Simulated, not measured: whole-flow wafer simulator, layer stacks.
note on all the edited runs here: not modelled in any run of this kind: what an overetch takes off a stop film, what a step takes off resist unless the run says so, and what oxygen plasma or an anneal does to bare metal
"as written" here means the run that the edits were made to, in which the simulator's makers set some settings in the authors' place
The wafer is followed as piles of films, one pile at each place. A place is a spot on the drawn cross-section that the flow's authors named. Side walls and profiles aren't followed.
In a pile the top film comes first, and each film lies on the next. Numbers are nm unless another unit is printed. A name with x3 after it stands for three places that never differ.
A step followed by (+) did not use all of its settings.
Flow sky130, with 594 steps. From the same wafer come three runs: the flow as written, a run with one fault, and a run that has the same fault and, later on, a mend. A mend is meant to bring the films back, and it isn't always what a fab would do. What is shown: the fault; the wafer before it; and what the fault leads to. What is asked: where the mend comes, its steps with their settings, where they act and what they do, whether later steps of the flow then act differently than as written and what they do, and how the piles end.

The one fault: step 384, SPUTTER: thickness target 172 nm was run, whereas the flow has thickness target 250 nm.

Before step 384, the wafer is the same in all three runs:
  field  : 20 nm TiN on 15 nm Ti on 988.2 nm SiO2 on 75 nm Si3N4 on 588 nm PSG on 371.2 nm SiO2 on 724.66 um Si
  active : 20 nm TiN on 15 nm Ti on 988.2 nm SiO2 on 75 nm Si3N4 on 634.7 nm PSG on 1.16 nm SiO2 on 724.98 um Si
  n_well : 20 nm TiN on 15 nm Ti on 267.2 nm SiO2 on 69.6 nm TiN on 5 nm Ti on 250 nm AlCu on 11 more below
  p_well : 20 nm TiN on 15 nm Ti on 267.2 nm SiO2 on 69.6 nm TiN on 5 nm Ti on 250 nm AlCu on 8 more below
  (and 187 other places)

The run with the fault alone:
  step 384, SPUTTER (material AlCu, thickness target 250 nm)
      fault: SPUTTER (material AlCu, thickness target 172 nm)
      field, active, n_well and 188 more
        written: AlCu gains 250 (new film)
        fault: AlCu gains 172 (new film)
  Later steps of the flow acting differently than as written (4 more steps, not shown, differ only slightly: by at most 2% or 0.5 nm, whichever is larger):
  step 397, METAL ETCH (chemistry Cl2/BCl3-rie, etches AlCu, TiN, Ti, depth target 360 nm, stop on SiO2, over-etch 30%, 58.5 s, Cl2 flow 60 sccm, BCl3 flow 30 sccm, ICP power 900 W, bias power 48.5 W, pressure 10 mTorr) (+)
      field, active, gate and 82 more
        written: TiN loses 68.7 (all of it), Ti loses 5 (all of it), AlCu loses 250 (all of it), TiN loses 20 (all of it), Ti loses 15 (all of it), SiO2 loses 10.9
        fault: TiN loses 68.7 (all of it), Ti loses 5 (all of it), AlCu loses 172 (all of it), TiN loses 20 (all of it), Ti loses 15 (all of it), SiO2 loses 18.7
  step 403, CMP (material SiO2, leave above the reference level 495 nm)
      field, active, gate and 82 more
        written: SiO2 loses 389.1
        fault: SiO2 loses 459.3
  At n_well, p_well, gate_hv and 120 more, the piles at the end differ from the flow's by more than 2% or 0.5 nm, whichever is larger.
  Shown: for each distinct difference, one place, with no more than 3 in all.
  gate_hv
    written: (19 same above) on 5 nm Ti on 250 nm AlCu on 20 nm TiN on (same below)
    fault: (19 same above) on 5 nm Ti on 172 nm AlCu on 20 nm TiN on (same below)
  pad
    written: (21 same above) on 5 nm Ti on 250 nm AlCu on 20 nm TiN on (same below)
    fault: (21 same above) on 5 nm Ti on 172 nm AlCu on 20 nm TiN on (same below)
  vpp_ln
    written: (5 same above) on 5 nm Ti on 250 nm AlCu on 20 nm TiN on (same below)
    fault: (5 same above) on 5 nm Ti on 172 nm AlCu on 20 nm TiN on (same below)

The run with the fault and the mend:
  The mend stands after step 384.
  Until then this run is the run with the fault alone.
  step 384a, SPUTTER (material AlCu, thickness target 78 nm) (a further turn of the flow's step 384, with different settings)
      field, active, n_well and 188 more
        AlCu gains 78
  None of the later steps of the flow acts differently than as written at any place that is followed.
  At every place that both follow, the piles at the end match the flow's.
